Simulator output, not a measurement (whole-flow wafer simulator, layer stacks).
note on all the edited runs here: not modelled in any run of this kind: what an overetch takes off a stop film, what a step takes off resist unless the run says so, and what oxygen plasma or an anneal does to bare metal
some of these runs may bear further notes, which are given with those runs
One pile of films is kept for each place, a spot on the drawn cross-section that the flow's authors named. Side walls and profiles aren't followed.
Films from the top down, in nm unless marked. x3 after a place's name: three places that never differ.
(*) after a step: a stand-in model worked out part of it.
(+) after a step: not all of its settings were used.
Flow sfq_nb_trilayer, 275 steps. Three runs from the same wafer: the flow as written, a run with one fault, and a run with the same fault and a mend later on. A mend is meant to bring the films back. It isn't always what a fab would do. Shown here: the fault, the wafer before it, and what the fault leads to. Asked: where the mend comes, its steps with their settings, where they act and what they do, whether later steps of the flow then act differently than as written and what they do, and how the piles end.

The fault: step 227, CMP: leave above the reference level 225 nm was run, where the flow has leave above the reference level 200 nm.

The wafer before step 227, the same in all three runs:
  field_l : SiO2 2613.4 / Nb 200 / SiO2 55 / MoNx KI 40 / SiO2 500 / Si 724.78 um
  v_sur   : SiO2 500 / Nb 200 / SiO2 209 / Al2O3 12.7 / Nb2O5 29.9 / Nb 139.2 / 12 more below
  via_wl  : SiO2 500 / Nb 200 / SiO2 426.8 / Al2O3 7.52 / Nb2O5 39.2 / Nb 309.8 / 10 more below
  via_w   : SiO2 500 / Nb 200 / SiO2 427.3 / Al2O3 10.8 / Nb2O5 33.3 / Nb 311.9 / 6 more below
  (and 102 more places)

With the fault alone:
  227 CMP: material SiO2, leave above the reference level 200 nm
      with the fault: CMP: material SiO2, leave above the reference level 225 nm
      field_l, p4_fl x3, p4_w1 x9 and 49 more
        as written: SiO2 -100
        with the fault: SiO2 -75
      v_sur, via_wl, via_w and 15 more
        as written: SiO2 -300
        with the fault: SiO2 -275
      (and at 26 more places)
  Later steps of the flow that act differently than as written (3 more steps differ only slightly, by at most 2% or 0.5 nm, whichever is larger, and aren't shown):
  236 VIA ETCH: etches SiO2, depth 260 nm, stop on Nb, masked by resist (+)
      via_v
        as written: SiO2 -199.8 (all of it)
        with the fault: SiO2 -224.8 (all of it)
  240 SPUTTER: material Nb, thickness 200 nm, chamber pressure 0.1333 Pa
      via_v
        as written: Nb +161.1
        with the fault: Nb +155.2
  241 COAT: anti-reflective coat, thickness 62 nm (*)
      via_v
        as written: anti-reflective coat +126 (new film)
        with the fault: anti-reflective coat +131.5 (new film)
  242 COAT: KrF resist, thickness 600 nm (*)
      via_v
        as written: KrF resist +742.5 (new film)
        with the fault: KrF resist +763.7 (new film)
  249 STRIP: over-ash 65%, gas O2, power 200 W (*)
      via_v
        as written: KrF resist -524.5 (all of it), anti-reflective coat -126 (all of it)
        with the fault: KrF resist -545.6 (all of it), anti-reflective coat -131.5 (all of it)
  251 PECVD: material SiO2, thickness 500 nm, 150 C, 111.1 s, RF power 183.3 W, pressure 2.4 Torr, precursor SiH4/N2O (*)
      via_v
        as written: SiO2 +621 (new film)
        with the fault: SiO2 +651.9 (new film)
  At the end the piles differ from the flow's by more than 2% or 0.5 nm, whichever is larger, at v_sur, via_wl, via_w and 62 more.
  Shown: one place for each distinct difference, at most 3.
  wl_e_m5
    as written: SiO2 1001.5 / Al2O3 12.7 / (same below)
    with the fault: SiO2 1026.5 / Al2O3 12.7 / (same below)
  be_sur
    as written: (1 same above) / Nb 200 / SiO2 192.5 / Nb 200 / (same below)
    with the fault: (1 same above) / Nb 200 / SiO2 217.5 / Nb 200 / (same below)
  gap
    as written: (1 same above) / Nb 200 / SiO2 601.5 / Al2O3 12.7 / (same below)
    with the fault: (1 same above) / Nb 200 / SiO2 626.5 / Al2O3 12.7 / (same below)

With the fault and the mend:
  The mend comes after step 228.
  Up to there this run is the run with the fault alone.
  228a CMP: material SiO2, leave above the reference level 200 nm (the flow's step 227 once more)
      field_l, v_sur, via_wl and 103 more
        SiO2 -25
  No later step of the flow acts differently than as written at any place that is followed.
  At the end the piles are the same as the flow's at every place that both follow.
